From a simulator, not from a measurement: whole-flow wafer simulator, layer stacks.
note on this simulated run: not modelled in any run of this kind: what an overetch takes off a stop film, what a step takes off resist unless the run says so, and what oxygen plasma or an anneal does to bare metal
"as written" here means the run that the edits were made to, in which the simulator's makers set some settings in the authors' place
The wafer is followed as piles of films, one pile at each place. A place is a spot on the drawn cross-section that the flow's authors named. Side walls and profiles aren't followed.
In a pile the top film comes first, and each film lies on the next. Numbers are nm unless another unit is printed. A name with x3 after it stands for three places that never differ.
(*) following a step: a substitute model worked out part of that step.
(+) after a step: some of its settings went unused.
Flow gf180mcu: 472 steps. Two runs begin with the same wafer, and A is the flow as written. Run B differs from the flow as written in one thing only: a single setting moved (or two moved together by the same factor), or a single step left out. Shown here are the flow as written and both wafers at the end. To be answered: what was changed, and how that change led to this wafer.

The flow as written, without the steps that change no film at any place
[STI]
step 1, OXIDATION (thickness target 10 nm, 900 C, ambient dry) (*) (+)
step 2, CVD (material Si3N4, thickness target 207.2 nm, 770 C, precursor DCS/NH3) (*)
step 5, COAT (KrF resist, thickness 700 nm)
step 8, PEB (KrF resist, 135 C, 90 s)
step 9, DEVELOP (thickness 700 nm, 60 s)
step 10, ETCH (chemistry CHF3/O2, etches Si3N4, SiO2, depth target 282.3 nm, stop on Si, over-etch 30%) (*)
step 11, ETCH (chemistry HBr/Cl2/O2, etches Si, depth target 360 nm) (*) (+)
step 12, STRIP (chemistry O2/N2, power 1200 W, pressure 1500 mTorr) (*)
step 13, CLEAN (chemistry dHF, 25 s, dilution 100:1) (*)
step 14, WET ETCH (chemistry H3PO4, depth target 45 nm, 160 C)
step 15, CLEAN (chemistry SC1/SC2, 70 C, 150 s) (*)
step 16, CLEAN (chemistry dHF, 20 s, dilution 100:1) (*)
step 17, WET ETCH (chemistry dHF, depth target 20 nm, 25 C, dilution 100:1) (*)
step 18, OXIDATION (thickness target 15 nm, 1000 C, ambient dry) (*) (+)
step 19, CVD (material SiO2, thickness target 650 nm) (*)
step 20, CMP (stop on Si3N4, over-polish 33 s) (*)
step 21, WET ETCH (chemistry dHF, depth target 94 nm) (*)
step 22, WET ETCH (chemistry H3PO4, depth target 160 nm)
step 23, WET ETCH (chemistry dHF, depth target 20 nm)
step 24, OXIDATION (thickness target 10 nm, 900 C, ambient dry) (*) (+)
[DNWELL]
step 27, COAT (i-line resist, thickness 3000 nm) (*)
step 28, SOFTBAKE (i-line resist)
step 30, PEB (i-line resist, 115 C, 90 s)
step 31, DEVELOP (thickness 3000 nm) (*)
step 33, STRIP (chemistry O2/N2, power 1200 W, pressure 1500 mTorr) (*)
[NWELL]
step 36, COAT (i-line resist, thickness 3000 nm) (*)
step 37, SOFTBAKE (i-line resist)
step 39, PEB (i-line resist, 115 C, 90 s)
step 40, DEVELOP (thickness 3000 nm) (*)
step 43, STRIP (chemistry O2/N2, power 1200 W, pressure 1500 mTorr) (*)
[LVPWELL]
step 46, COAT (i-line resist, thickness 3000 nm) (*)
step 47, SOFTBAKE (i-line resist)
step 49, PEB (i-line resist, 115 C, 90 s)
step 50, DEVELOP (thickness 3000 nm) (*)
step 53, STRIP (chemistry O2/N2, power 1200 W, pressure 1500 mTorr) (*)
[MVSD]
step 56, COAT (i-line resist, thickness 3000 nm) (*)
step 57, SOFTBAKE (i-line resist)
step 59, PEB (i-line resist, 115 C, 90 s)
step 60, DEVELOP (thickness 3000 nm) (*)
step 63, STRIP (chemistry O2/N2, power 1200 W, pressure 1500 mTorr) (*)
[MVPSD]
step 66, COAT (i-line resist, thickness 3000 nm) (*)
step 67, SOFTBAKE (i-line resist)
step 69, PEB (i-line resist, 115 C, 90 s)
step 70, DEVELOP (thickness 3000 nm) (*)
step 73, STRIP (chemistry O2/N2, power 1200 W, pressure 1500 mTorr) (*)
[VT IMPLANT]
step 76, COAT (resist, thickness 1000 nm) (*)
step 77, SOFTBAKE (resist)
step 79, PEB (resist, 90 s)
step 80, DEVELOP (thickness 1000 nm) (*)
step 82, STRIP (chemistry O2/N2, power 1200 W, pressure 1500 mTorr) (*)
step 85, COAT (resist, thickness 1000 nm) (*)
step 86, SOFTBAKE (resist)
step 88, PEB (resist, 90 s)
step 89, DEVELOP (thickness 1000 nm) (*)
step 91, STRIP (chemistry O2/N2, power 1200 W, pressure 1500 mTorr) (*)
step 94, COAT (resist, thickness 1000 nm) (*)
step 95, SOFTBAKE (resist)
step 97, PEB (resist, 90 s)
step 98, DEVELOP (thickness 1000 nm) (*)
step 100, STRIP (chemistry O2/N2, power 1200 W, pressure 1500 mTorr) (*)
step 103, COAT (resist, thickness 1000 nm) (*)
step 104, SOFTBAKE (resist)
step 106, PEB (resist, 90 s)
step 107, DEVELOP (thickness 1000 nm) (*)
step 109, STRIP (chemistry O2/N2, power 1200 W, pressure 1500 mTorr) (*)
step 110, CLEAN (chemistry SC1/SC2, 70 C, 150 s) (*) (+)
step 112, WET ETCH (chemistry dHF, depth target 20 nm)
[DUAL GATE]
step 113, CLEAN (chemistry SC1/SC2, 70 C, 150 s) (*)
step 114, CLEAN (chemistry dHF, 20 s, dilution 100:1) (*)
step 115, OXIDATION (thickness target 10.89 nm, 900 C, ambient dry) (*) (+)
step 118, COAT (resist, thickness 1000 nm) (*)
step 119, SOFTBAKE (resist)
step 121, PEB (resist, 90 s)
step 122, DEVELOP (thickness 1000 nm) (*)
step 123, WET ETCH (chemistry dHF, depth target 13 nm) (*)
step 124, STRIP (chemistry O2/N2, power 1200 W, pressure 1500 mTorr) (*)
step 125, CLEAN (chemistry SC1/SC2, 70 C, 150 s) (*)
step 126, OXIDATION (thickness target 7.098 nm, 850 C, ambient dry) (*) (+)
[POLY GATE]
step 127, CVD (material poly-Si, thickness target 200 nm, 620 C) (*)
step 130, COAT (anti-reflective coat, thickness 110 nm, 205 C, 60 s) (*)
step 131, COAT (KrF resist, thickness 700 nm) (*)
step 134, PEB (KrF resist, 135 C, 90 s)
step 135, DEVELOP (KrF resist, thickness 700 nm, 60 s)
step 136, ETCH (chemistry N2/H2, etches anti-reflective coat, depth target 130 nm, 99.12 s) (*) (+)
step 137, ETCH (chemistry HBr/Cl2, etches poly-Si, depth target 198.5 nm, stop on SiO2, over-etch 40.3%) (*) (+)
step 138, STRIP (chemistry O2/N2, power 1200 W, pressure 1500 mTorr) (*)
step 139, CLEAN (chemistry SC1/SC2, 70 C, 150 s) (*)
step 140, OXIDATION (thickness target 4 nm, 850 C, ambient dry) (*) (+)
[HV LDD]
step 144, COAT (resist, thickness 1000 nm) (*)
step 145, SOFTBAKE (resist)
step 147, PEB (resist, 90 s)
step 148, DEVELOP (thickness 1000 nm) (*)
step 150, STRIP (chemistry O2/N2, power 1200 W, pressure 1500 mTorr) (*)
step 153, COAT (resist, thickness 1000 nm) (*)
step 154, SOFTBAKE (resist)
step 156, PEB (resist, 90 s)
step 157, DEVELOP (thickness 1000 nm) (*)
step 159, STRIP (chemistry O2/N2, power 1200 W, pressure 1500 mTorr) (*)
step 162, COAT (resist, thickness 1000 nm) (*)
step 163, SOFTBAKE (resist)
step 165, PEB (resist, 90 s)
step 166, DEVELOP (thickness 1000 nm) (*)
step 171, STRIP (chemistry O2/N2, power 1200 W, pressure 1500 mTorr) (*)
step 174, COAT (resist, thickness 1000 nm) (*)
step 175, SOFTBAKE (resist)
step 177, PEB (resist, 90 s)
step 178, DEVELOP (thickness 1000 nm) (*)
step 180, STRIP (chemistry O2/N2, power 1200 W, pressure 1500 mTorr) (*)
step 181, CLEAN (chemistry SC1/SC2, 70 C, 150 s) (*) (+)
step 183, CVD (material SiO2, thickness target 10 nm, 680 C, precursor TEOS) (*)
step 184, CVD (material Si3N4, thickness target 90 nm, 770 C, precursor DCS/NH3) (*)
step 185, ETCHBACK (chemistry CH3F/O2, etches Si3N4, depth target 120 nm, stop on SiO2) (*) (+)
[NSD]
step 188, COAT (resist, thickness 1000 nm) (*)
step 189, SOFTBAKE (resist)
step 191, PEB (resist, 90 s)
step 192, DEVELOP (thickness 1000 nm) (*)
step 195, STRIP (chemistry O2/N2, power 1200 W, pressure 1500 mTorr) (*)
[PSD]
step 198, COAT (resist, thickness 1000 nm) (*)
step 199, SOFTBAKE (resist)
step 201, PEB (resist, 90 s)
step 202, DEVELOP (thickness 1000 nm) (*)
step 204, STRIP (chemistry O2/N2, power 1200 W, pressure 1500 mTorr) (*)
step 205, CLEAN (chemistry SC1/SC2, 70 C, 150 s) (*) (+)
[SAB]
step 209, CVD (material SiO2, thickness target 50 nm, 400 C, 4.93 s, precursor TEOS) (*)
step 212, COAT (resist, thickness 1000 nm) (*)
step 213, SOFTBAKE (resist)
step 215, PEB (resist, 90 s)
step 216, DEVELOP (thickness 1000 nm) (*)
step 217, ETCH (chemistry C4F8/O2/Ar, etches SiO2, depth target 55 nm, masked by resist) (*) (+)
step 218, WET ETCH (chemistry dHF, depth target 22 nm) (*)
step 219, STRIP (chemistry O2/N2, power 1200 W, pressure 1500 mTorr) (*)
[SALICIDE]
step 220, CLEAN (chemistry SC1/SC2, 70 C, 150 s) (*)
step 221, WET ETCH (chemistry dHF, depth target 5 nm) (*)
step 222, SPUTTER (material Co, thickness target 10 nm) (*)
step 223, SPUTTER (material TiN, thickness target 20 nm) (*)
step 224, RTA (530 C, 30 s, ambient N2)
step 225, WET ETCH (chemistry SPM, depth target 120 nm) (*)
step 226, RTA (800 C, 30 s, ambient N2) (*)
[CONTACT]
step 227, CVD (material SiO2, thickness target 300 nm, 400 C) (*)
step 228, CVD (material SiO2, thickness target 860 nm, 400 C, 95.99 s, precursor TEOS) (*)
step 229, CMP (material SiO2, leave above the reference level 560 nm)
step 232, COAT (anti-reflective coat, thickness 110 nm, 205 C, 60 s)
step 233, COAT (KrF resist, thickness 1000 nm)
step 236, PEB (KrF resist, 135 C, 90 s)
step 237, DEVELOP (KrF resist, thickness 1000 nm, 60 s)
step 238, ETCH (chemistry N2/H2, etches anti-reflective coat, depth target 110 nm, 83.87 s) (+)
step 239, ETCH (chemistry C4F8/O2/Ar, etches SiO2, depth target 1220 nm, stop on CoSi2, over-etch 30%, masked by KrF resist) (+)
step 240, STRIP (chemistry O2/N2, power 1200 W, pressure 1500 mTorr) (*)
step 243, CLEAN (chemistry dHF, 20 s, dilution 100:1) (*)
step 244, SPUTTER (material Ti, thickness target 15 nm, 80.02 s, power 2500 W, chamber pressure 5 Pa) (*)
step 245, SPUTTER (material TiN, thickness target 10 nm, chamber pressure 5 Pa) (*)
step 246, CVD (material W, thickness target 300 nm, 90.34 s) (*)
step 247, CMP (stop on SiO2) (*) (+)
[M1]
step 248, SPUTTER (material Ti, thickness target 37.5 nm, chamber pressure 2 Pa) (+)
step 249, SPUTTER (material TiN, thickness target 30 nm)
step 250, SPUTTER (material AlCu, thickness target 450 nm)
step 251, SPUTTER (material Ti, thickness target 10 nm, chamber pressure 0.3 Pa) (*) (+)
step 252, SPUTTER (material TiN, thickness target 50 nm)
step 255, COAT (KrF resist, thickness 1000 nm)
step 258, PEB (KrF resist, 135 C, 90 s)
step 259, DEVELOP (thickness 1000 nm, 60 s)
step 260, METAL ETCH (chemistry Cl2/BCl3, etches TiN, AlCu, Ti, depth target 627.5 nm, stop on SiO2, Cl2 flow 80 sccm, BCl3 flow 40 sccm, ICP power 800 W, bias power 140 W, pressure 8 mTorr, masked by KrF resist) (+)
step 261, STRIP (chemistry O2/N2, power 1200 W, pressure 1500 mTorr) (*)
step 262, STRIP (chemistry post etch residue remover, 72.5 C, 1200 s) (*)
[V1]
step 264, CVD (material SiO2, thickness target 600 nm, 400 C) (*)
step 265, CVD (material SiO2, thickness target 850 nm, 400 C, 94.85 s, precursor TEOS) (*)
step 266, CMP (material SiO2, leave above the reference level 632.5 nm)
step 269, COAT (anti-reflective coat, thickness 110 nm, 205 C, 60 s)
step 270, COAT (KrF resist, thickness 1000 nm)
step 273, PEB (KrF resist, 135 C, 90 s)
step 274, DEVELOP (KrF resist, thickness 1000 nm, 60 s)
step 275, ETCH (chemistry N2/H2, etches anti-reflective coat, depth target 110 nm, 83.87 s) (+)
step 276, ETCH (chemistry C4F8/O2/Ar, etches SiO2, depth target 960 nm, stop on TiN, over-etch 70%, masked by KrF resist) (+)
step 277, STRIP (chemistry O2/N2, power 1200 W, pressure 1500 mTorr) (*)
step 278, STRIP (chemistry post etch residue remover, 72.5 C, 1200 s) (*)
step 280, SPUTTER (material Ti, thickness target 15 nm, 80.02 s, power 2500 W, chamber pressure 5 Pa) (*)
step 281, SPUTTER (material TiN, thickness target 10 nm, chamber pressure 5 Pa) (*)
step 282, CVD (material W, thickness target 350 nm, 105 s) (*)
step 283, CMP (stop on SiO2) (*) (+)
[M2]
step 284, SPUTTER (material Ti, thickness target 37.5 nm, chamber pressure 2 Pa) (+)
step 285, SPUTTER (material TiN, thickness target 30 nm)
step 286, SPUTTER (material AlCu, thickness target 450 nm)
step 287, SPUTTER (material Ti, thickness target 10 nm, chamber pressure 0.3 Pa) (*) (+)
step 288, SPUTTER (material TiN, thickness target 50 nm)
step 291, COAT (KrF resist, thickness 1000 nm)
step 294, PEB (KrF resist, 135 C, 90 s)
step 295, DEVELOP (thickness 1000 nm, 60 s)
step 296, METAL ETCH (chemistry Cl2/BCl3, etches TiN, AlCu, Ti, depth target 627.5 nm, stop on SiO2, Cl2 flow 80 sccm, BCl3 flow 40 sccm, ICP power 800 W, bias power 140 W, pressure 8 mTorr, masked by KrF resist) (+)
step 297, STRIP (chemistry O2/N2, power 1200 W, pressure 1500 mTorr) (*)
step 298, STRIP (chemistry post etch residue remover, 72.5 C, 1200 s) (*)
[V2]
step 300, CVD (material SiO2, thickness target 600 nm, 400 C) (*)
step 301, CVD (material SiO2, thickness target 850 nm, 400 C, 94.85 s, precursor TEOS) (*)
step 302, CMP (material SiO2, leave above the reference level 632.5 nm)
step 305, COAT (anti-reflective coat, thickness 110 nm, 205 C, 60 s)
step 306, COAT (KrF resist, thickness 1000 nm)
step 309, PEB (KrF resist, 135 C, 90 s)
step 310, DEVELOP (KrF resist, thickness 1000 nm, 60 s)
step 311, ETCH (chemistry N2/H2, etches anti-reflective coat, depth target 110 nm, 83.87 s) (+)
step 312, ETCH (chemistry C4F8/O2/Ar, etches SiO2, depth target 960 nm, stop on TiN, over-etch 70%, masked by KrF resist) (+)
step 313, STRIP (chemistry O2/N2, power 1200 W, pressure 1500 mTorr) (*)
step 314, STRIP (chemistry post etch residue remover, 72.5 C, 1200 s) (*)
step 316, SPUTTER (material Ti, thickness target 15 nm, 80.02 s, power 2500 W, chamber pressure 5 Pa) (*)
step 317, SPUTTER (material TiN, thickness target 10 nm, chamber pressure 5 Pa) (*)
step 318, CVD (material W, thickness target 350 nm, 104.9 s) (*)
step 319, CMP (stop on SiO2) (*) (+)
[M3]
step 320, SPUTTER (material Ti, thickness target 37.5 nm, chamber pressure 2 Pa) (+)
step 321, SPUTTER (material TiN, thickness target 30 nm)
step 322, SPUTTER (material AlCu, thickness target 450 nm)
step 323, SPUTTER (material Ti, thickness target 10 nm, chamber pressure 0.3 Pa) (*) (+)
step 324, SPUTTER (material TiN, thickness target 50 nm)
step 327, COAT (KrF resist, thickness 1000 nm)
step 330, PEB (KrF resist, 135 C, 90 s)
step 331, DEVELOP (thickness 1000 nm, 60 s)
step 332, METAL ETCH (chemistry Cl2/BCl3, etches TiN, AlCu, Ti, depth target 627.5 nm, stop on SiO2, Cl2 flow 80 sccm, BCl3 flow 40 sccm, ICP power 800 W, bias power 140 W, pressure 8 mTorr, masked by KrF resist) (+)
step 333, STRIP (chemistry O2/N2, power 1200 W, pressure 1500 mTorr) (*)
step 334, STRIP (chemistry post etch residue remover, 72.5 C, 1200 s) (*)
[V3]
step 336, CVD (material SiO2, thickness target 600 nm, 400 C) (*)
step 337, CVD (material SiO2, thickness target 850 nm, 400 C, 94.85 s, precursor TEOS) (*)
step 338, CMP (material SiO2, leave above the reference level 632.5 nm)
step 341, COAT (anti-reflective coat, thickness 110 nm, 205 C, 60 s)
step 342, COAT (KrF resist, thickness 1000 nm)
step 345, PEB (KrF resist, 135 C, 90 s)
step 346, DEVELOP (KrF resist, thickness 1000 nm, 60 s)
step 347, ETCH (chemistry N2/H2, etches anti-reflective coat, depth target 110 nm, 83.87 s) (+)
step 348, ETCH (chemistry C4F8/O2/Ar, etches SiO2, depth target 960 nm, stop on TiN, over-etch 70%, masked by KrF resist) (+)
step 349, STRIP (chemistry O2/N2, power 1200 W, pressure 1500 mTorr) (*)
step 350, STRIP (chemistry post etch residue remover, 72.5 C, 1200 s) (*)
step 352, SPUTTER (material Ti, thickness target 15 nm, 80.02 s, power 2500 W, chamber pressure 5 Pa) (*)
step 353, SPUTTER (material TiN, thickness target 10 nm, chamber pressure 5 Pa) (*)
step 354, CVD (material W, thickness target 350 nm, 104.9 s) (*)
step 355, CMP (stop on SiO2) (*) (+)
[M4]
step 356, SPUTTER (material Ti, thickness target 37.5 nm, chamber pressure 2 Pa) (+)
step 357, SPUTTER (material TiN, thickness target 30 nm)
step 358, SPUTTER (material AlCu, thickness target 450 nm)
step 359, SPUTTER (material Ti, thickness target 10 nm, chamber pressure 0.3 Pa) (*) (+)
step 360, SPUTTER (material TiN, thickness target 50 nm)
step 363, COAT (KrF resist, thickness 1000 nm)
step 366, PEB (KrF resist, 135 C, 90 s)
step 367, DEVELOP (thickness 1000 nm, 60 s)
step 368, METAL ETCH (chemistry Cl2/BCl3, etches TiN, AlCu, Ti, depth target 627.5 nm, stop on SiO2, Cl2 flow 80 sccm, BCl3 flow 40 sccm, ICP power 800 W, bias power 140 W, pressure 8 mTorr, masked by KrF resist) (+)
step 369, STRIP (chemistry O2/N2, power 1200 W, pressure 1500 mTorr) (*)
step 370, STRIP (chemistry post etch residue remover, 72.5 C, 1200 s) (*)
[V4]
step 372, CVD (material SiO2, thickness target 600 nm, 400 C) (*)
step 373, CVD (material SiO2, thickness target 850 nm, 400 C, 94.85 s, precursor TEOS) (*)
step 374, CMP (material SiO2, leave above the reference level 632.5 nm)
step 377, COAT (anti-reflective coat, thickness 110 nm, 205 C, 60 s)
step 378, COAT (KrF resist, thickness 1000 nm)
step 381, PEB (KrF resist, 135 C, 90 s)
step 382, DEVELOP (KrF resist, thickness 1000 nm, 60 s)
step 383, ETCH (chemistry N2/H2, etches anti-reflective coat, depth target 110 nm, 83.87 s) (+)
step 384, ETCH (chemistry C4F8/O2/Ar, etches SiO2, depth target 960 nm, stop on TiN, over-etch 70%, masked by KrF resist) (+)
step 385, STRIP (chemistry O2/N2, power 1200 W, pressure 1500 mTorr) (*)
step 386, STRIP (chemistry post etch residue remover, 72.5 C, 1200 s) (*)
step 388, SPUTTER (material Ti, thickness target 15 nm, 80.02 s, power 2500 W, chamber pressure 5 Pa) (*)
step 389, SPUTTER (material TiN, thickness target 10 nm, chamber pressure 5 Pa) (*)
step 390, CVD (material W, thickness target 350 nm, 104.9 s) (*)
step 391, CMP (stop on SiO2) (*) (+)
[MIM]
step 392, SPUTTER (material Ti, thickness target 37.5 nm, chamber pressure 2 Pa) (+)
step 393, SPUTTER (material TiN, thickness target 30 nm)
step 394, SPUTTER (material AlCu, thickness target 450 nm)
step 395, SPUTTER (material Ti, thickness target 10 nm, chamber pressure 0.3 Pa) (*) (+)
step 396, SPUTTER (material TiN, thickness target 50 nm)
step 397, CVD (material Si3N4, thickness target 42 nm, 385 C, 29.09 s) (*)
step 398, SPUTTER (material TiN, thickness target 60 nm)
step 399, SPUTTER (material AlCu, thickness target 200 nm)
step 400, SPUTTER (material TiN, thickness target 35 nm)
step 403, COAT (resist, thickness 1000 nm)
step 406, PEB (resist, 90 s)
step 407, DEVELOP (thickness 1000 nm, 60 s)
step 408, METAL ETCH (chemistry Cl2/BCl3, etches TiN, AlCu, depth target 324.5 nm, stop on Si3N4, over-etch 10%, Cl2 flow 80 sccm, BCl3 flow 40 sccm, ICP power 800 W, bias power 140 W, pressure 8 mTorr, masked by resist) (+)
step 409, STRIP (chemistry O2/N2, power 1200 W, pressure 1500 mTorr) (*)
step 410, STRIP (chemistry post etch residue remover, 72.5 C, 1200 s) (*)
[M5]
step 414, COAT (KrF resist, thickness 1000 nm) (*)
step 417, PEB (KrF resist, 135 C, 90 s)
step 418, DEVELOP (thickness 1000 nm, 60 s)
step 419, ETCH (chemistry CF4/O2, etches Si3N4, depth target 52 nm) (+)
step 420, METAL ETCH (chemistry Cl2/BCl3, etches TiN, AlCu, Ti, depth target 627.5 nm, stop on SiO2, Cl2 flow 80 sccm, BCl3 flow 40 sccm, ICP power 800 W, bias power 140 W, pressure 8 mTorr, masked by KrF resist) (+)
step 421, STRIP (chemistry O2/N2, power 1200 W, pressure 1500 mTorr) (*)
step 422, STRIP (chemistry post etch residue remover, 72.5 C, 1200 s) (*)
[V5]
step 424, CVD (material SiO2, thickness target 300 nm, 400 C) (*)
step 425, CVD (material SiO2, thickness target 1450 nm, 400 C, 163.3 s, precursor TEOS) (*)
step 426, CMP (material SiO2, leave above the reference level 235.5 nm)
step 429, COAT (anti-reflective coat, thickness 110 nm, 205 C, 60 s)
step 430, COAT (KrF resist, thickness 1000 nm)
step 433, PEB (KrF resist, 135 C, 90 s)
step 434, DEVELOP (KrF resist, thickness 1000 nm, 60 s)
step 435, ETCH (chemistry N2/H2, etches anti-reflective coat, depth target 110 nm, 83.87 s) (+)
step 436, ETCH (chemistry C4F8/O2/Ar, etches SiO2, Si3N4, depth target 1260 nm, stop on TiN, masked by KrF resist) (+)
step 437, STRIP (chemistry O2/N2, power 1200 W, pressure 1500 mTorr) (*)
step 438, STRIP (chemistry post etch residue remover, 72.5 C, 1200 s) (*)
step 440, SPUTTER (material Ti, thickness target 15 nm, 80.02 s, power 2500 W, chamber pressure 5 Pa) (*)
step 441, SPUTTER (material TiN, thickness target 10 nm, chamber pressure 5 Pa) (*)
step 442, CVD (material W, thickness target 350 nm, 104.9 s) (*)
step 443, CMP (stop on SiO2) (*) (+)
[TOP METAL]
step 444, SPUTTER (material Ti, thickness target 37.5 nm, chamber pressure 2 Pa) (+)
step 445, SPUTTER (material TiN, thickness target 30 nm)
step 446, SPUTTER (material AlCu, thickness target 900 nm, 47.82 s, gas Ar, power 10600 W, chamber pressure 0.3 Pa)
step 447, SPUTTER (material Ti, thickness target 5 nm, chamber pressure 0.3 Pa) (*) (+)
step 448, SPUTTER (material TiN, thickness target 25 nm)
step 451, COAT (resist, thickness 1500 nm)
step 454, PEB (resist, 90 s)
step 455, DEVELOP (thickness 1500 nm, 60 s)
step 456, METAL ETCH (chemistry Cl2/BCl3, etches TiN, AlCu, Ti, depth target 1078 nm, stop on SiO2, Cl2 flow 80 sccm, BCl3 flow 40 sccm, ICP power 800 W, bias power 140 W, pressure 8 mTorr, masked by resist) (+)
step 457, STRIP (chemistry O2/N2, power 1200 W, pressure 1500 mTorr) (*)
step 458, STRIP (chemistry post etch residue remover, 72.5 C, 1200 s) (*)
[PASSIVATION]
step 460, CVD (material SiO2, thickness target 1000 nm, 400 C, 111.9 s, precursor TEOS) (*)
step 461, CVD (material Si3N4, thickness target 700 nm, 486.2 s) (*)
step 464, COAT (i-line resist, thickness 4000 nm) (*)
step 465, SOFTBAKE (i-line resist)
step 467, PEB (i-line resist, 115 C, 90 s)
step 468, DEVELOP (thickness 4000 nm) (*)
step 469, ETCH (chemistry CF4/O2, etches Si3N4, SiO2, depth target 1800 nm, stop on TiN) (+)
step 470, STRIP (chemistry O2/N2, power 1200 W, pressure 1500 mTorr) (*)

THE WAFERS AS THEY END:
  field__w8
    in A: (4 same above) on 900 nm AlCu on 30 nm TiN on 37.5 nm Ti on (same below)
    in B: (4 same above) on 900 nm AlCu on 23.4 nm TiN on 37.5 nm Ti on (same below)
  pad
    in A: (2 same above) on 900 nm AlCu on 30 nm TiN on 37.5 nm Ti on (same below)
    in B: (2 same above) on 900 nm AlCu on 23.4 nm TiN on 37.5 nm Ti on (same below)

The reason: step 445, SPUTTER: thickness target 23.44 nm was run, while the flow as written has thickness target 30 nm.
The wafer lets one read it off: field__w8 has TiN 23.4, and step 445 as written asks for 30 nm.

The path from the change to this, step by step:
  step 445, SPUTTER (material TiN, thickness target 30 nm)
      field, field__w1, field__w2 and 109 more: A +30 TiN (new film) | B +23.4 TiN (new film)
  step 456, METAL ETCH (chemistry Cl2/BCl3, etches TiN, AlCu, Ti, depth target 1078 nm, stop on SiO2, Cl2 flow 80 sccm, BCl3 flow 40 sccm, ICP power 800 W, bias power 140 W, pressure 8 mTorr, masked by resist) (+)
      field, field__w1, field__w2 and 103 more: A -25 TiN (all of it), -5 Ti (all of it), -900 AlCu (all of it), -30 TiN (all of it), -37.5 Ti (all of it) | B -25 TiN (all of it), -5 Ti (all of it), -900 AlCu (all of it), -23.4 TiN (all of it), -37.5 Ti (all of it)
